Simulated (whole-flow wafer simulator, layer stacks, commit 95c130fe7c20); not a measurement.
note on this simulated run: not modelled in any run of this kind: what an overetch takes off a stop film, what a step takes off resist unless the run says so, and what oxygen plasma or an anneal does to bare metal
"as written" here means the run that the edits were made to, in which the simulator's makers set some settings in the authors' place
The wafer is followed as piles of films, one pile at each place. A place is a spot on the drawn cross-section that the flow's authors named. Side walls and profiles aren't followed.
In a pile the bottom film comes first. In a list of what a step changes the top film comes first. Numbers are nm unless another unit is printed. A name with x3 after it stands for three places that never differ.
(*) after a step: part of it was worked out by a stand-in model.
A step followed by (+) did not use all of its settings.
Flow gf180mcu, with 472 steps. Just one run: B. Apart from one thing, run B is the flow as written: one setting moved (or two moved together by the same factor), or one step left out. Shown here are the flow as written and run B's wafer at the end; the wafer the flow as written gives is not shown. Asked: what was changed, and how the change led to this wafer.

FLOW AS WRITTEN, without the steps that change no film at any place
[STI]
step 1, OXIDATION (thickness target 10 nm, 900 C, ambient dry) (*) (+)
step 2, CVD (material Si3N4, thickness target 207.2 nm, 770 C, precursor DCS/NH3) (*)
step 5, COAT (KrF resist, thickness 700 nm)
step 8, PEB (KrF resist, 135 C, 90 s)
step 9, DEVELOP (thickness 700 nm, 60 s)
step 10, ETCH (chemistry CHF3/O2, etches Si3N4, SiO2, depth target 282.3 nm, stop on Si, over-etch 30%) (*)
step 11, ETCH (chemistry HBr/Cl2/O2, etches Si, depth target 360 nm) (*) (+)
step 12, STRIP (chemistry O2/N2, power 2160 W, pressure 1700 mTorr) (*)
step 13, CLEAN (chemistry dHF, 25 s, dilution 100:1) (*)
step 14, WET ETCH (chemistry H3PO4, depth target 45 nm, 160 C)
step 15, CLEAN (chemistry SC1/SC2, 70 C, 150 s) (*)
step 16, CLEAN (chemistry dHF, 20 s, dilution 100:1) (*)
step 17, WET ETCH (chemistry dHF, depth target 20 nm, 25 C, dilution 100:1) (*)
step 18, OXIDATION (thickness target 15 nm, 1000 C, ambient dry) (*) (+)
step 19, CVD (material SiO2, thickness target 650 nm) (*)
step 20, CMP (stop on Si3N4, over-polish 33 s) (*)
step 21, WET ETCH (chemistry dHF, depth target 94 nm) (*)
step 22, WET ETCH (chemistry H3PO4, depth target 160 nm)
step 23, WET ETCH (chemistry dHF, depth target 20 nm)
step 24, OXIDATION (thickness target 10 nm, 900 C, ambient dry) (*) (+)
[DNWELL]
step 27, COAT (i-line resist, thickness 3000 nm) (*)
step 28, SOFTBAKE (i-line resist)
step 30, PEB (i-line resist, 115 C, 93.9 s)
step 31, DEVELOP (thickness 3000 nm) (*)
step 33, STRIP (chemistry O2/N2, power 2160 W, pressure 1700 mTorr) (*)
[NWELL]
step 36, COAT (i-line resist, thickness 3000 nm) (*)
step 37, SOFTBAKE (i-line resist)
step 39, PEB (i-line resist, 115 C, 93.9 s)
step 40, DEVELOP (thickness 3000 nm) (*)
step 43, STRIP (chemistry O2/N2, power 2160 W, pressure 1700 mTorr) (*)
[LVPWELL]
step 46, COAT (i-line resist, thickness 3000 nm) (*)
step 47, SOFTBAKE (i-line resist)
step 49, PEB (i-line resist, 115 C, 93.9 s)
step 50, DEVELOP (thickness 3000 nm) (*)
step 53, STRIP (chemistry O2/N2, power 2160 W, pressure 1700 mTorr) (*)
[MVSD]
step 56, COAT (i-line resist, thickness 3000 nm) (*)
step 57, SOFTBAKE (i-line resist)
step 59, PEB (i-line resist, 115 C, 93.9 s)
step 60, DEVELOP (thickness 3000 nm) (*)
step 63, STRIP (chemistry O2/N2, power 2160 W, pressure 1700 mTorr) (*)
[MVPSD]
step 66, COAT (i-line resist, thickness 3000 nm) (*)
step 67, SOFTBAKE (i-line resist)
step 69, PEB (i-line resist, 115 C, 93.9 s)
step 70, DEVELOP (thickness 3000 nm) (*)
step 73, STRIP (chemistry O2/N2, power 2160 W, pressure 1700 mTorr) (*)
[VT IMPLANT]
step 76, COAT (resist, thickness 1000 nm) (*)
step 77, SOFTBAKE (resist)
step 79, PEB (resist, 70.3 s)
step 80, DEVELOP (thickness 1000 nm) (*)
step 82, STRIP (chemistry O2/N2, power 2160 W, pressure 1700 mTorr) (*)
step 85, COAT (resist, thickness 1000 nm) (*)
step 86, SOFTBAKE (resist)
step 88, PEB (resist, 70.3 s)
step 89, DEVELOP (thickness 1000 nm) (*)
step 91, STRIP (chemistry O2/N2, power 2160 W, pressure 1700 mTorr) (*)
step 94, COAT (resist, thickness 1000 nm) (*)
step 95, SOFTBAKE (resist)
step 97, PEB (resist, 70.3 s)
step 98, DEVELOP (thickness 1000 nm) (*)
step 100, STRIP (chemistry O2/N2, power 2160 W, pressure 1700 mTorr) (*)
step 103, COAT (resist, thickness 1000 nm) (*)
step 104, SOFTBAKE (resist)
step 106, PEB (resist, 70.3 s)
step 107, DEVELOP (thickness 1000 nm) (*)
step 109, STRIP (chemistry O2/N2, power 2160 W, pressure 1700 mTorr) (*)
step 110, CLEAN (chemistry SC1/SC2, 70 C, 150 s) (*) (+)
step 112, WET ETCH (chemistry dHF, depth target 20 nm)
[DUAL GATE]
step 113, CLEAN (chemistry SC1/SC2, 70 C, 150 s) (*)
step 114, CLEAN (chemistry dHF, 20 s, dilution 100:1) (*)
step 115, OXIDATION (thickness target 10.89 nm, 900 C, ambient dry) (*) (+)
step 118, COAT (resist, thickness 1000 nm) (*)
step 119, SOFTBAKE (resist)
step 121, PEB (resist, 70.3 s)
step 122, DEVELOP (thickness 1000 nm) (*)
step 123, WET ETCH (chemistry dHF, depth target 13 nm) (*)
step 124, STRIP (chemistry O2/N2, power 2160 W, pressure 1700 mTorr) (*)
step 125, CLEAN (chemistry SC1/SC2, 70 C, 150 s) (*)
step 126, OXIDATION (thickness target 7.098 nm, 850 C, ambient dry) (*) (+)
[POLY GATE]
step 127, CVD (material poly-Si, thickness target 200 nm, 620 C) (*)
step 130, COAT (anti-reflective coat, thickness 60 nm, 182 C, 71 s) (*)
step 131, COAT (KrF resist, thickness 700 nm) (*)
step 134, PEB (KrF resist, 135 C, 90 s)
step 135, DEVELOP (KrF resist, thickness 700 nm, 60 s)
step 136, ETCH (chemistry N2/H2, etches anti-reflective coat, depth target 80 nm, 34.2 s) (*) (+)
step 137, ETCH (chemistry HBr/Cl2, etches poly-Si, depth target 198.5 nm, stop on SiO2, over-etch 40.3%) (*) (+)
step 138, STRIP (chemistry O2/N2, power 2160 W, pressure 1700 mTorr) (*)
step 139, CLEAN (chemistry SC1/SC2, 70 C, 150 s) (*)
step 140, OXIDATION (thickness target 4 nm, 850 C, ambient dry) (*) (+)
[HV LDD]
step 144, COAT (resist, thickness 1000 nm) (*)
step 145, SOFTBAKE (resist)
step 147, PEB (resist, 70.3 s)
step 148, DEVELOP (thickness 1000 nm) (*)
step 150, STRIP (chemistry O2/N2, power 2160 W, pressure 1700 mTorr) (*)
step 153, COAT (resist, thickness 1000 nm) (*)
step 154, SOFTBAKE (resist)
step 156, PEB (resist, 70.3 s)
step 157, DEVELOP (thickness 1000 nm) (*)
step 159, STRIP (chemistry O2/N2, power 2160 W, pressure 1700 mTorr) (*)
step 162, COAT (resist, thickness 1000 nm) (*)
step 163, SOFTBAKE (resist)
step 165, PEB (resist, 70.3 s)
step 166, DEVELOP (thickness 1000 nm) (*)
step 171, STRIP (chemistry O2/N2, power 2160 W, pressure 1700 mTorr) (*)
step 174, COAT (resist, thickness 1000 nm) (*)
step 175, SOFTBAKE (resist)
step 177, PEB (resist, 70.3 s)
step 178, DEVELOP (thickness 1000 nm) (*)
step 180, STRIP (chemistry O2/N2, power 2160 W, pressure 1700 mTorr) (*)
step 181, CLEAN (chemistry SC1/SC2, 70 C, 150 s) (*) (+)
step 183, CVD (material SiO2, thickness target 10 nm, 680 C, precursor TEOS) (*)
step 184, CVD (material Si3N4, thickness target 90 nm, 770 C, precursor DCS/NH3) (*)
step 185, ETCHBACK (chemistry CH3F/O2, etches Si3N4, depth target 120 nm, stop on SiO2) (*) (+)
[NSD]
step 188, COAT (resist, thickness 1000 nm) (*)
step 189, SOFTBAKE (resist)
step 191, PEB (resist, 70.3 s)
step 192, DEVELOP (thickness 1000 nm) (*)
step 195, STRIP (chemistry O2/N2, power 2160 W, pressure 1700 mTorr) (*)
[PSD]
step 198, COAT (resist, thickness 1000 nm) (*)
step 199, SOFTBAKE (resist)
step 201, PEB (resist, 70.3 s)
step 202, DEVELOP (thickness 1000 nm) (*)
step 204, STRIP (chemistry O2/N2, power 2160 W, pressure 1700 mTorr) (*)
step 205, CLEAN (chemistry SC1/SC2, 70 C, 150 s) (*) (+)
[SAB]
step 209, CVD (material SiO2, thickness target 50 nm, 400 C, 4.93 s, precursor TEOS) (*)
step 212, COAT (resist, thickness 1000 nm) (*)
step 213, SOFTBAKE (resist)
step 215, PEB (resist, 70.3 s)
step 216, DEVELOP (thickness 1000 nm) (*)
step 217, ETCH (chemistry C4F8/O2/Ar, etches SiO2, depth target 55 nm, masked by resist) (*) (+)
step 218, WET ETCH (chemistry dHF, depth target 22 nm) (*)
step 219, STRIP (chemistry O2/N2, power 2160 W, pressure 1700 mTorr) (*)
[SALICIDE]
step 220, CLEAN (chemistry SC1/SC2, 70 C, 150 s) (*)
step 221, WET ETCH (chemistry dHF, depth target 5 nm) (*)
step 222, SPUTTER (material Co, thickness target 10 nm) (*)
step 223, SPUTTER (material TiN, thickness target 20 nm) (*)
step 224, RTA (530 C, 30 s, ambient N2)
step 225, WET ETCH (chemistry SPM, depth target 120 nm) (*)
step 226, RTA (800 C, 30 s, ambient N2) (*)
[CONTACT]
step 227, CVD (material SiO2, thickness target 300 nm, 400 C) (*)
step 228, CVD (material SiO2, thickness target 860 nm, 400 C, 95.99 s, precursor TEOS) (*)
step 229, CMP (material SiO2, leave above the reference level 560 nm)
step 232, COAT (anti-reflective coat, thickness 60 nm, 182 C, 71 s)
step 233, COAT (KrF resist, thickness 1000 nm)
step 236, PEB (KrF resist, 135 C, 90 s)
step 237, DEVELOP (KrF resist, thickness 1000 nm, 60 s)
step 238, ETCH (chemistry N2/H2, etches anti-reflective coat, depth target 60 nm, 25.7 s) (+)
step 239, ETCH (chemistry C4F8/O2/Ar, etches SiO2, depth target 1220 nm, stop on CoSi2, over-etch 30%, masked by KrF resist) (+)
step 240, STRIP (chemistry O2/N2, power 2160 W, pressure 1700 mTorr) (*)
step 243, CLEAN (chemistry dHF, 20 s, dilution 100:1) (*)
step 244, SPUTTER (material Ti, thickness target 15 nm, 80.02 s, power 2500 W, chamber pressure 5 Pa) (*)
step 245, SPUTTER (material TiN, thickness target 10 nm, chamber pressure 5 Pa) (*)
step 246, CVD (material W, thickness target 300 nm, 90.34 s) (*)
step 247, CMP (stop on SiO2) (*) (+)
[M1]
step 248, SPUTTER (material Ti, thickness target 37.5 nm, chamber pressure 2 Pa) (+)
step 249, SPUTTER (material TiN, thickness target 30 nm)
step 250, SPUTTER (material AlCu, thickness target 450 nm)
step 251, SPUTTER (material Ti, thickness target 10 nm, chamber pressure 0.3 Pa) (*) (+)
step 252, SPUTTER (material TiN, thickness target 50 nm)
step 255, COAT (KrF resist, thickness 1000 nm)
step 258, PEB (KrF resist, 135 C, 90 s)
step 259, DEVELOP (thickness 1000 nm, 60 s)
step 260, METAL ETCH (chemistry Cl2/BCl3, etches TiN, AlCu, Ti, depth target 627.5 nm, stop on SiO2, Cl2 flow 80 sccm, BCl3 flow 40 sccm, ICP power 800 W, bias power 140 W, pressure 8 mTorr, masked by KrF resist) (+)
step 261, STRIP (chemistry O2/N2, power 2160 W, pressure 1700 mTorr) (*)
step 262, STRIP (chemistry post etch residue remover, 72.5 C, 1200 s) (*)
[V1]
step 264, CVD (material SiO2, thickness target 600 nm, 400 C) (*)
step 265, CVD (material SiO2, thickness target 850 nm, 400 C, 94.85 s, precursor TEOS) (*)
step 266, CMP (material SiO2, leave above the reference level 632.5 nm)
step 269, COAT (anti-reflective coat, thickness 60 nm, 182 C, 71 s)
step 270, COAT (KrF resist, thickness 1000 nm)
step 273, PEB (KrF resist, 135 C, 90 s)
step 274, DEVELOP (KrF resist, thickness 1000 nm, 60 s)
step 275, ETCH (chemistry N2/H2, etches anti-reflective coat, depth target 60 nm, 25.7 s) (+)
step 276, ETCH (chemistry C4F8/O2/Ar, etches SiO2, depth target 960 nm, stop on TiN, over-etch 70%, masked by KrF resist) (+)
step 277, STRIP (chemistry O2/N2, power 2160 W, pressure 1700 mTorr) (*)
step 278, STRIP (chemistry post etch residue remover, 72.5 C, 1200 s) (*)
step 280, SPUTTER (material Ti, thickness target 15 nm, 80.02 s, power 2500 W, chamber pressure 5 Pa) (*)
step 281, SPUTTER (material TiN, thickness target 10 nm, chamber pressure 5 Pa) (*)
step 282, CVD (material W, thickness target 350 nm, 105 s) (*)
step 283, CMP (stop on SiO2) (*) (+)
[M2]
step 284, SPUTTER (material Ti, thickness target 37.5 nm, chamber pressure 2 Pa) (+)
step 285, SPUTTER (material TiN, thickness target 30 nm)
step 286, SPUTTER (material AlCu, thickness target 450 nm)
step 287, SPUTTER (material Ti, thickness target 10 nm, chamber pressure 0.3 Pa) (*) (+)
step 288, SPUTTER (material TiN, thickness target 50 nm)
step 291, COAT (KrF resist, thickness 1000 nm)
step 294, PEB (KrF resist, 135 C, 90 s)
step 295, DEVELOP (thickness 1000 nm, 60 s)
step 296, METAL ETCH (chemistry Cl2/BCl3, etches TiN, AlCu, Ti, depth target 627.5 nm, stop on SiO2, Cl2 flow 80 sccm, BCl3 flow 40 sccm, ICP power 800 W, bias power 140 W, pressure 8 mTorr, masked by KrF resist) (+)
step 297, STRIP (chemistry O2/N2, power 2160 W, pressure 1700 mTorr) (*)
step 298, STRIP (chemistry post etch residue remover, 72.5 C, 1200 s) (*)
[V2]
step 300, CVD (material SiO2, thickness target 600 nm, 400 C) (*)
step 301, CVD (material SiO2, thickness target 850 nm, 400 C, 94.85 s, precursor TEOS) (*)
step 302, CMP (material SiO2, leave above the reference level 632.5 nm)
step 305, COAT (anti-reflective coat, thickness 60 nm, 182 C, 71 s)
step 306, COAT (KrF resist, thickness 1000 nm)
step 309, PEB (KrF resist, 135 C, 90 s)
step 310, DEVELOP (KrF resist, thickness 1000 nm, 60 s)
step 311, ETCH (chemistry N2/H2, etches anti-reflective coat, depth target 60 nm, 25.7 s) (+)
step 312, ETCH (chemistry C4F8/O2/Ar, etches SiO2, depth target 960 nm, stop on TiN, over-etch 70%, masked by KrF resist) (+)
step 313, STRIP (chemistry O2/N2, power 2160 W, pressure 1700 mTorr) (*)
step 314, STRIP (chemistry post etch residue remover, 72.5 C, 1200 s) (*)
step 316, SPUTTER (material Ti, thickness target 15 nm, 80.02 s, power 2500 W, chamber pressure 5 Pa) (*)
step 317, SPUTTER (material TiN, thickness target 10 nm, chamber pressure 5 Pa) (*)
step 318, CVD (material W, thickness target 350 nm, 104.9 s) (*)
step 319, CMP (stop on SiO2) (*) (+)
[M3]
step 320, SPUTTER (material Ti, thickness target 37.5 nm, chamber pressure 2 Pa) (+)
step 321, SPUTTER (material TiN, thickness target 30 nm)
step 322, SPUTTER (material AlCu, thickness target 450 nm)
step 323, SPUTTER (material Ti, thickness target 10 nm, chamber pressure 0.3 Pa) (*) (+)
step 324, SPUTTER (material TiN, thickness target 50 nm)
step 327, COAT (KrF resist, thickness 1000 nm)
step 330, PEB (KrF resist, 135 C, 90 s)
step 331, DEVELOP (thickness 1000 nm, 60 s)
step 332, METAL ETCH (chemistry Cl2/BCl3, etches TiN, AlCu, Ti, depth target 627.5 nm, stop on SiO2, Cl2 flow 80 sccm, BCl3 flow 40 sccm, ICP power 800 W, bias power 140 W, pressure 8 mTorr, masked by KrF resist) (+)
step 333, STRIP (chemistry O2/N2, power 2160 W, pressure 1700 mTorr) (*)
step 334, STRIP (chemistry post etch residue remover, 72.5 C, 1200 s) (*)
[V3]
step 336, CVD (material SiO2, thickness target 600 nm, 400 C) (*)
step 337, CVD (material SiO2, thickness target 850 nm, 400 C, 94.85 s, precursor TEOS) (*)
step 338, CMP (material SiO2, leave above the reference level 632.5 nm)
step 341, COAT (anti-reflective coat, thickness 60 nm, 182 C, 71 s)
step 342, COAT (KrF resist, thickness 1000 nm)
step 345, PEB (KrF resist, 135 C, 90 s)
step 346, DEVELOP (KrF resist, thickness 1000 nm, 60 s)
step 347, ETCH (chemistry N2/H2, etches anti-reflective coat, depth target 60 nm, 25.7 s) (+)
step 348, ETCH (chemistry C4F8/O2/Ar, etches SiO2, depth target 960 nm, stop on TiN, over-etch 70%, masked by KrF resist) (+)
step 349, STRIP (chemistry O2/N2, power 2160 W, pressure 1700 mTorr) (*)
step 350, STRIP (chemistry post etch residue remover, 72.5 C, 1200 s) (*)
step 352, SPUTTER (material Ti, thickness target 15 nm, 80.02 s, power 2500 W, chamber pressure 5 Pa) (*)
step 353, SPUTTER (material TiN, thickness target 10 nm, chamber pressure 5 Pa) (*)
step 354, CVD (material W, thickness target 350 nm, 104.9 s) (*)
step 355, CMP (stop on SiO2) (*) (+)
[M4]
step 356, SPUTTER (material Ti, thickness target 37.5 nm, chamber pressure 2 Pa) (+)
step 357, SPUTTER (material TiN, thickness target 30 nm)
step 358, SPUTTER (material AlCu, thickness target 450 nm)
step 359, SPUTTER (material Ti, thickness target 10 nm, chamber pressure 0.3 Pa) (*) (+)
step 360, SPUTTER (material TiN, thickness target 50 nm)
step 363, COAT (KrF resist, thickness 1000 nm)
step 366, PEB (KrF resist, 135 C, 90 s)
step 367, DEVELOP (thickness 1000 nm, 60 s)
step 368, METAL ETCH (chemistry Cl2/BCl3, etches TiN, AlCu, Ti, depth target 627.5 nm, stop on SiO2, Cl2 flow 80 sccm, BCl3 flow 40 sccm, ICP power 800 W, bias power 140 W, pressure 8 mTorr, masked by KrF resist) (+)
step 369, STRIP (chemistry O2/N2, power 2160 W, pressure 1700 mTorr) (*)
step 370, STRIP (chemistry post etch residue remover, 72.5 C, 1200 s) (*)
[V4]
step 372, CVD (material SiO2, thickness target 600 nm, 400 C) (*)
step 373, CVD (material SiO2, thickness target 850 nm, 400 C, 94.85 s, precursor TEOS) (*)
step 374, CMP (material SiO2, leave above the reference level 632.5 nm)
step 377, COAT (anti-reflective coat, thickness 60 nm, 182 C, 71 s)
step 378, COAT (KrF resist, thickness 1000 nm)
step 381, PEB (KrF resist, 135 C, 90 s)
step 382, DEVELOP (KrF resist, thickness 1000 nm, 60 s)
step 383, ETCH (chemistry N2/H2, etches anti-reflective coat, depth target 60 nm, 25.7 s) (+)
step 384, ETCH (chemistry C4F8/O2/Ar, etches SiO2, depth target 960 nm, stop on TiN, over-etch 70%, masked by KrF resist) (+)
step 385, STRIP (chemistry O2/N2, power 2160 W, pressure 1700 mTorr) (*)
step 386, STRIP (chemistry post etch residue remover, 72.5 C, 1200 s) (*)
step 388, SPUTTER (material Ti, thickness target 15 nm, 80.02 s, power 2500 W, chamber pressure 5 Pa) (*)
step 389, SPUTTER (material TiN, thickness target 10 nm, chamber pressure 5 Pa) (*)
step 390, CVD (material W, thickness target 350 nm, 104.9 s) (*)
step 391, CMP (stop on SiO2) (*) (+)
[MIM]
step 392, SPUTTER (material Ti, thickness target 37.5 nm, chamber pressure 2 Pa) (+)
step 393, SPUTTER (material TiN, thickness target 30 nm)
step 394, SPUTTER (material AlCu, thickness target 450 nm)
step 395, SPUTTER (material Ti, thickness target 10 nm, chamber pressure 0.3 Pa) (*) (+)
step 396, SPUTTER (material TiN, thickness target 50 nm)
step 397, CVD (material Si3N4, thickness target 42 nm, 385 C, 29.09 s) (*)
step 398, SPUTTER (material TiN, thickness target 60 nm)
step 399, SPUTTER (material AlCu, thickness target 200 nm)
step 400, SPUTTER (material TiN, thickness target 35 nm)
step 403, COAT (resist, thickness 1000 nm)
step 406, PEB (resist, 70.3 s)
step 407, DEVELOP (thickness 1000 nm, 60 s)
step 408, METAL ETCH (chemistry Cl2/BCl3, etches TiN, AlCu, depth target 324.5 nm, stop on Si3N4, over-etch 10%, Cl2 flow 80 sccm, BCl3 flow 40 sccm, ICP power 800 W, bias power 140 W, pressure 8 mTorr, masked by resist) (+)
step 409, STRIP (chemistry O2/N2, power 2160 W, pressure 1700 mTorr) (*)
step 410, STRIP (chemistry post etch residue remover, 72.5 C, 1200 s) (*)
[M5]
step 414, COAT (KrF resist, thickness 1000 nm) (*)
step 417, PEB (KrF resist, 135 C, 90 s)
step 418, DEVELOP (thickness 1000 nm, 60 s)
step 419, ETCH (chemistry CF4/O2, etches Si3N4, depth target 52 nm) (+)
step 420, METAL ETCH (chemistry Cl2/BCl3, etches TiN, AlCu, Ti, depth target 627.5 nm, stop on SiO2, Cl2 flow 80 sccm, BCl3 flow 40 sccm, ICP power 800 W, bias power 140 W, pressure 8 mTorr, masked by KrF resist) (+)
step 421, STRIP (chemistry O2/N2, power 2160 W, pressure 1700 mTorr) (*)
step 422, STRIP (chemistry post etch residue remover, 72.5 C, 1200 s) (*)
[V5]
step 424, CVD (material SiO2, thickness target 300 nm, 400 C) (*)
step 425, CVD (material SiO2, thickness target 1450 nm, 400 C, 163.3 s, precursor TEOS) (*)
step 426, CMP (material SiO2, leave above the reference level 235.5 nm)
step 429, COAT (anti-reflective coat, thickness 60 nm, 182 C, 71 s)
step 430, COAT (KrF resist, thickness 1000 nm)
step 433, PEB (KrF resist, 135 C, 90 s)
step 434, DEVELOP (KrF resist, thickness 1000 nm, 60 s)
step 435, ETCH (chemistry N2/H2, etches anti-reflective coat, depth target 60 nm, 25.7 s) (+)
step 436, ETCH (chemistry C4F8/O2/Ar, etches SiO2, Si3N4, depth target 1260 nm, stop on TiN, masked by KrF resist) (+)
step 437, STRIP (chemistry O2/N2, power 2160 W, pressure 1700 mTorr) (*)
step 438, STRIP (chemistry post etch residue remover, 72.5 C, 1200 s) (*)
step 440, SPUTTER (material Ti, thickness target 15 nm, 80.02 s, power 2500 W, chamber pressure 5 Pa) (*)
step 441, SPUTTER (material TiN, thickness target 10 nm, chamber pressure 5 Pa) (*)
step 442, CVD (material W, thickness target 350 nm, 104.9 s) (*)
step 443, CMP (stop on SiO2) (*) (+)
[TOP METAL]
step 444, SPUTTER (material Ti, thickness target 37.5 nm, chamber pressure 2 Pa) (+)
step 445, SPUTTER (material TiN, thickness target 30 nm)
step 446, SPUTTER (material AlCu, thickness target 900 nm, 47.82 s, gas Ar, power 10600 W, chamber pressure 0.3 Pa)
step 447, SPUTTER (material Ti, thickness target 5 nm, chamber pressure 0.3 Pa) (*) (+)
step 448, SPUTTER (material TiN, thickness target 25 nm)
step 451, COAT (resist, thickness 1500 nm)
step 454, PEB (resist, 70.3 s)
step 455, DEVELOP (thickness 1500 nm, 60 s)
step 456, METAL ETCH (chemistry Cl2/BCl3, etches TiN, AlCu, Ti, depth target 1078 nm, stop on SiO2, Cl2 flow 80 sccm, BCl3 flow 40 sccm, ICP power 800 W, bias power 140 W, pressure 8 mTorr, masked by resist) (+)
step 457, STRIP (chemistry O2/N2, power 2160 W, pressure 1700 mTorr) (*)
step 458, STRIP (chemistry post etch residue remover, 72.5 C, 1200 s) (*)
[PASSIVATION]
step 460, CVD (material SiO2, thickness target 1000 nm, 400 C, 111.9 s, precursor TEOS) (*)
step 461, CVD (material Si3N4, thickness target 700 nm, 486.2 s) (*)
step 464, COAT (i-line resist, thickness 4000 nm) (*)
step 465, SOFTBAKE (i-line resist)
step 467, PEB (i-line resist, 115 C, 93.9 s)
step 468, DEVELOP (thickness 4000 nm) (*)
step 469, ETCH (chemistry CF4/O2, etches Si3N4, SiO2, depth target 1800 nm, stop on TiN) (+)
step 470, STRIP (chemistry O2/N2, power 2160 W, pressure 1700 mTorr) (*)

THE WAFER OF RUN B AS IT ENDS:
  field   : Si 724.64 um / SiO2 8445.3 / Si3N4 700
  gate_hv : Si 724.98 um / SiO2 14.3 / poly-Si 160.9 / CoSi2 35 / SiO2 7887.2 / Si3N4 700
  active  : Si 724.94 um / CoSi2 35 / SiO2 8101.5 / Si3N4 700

Cause: step 229, CMP: leave above the reference level 778 nm was run, whereas the flow has leave above the reference level 560 nm.

The path from the change to this, step by step:
  step 229, CMP (material SiO2, leave above the reference level 560 nm)
      gate_hv, gate_nat, ld_gate_n and 11 more: SiO2 loses 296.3 (it would be, as written: SiO2 loses 514.3)
      ldn_sep__w1, ldn_sep__w2, ldn_dft and 8 more: SiO2 loses 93 (it would be, as written: SiO2 loses 311)
      (as well as at 86 more places)
  step 239, ETCH (chemistry C4F8/O2/Ar, etches SiO2, depth target 1220 nm, stop on CoSi2, over-etch 30%, masked by KrF resist) (+)
      field, field__w1, field__w2 and 105 more: KrF resist loses 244 (it would be, as written: KrF resist loses 223.5)
      polyc_n, polyc_p: SiO2 loses 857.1 (all of it) (it would be, as written: SiO2 loses 639.1 (all of it))
      (as well as at 1 more place)
  step 240, STRIP (chemistry O2/N2, power 2160 W, pressure 1700 mTorr) (*)
      field, field__w1, field__w2 and 105 more: KrF resist loses 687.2 (all of it), anti-reflective coat loses 60 (all of it) (it would be, as written: KrF resist loses 707.7 (all of it), anti-reflective coat loses 60 (all of it))
  step 244, SPUTTER (material Ti, thickness target 15 nm, 80.02 s, power 2500 W, chamber pressure 5 Pa) (*)
      contact: Ti gains 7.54 (new film) (it would be, as written: Ti gains 8.55 (new film))
  step 245, SPUTTER (material TiN, thickness target 10 nm, chamber pressure 5 Pa) (*)
      contact: TiN gains 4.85 (new film) (it would be, as written: TiN gains 5.48 (new film))
  step 246, CVD (material W, thickness target 300 nm, 90.34 s) (*)
      polyc_n, polyc_p: W gains 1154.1 (new film) (it would be, as written: W gains 936.1 (new film))
      contact: W gains 1387.2 (new film) (it would be, as written: W gains 1167.5 (new film))
